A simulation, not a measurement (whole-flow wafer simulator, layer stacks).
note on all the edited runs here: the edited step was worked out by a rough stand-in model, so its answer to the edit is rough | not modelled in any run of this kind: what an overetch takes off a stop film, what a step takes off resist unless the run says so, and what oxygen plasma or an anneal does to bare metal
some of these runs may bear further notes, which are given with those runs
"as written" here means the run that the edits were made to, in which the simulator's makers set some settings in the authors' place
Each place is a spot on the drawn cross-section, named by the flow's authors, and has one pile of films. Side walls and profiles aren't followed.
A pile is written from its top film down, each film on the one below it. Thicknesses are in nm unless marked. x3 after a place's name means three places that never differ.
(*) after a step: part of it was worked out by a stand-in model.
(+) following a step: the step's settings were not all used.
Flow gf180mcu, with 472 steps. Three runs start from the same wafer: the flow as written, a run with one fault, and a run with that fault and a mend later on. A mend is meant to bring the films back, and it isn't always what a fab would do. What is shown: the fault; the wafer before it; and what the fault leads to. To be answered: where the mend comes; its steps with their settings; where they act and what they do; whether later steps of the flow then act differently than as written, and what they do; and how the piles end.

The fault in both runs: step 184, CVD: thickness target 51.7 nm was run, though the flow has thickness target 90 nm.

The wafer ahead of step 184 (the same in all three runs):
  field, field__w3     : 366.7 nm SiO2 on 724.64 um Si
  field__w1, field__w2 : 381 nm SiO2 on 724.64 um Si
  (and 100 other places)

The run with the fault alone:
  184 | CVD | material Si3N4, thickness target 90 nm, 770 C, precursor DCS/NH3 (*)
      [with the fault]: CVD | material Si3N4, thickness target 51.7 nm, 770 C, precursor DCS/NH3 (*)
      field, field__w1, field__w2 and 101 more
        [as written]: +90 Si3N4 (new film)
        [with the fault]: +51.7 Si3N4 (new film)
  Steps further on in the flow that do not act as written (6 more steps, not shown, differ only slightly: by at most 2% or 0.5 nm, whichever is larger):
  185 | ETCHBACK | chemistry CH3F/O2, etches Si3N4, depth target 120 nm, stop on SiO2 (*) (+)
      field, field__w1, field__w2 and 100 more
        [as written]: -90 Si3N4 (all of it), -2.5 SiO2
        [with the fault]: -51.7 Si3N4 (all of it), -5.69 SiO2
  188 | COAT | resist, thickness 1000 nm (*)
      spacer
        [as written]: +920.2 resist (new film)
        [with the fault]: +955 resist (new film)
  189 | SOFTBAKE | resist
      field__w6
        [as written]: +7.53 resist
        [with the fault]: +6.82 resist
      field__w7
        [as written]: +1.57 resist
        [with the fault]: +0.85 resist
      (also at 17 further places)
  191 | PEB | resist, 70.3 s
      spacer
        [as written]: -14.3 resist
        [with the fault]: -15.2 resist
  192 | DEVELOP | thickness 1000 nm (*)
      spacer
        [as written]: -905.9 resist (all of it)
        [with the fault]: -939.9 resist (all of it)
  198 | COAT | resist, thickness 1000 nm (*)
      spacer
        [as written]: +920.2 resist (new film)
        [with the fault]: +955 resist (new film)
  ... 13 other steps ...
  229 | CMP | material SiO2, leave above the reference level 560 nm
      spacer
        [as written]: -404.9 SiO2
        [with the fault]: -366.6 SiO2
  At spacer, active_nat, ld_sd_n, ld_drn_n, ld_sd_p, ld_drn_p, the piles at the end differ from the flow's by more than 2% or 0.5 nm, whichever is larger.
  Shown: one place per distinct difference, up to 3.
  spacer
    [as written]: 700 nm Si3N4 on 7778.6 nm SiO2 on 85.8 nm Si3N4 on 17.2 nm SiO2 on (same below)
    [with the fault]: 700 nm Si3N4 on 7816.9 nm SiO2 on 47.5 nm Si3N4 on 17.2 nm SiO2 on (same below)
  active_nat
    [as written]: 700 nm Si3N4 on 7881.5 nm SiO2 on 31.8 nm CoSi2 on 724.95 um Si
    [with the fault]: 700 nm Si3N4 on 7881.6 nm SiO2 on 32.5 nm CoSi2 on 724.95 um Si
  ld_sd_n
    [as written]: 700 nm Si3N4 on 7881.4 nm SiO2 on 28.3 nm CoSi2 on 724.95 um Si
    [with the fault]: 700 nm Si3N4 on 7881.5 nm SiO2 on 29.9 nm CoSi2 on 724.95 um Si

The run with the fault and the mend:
  The mend follows step 184.
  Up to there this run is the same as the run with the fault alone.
  184a | CVD | material Si3N4, thickness target 38.3 nm, 770 C, precursor DCS/NH3 (*) (a further turn of the flow's step 184, with different settings)
      field, field__w1, field__w2 and 101 more
        +38.3 Si3N4
  Every later step of the flow that is run acts as written, at every place that is followed, to within 2% or 0.5 nm, whichever is larger.
  The piles end the same as the flow's at every place that both follow.
